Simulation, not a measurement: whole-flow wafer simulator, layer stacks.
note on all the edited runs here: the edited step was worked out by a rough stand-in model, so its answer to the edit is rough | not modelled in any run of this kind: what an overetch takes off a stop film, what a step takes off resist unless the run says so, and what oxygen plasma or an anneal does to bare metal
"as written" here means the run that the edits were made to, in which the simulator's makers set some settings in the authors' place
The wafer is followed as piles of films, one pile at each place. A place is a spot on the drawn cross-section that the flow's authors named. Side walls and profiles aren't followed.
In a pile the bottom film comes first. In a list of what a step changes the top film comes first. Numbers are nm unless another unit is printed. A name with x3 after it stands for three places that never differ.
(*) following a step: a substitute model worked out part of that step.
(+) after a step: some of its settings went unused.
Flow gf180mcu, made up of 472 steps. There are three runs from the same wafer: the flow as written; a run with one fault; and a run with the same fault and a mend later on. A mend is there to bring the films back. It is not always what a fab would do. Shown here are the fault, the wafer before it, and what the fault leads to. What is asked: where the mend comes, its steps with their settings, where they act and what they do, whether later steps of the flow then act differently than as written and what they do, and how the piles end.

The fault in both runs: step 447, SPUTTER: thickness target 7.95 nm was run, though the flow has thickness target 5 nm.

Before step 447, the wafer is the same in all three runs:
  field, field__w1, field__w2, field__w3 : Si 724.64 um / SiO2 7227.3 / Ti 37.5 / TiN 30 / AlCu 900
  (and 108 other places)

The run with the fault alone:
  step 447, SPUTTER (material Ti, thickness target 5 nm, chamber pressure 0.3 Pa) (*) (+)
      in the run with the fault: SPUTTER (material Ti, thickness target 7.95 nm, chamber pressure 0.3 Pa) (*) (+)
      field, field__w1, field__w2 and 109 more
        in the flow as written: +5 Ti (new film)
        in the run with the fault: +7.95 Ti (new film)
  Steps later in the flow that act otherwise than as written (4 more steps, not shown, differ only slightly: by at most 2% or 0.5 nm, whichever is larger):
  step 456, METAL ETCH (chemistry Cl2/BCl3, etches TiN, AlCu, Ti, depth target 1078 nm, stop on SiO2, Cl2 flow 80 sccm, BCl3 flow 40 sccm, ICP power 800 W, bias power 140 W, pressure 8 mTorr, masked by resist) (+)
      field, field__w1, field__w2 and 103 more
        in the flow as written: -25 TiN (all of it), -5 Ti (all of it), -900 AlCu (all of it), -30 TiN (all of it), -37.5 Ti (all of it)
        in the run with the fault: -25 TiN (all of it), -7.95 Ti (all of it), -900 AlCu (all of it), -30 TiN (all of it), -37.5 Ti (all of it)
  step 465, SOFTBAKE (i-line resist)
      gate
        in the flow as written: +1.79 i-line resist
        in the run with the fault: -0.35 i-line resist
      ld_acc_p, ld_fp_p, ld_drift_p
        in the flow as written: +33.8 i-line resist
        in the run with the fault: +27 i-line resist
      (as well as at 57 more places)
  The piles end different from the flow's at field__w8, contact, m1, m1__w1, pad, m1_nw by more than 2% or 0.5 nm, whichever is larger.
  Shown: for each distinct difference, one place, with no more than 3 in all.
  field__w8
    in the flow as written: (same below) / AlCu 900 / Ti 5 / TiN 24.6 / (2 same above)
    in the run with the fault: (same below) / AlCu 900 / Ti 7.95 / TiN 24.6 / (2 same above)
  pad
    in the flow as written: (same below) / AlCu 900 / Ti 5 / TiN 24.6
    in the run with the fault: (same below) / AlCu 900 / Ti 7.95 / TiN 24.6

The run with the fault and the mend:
  The mend stands after step 447.
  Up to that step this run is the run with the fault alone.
  step 447a, METAL ETCH (chemistry Cl2/BCl3, etches TiN, AlCu, Ti, depth target 2.95 nm, Cl2 flow 80 sccm, BCl3 flow 40 sccm, ICP power 800 W, bias power 140 W, pressure 8 mTorr) (the flow's step 260, run once more with other settings)
      field, field__w1, field__w2 and 109 more
        -2.95 Ti
  Later steps of the flow that are run all act as written at every place that is followed.
  The piles end the same as the flow's at every place that both follow.
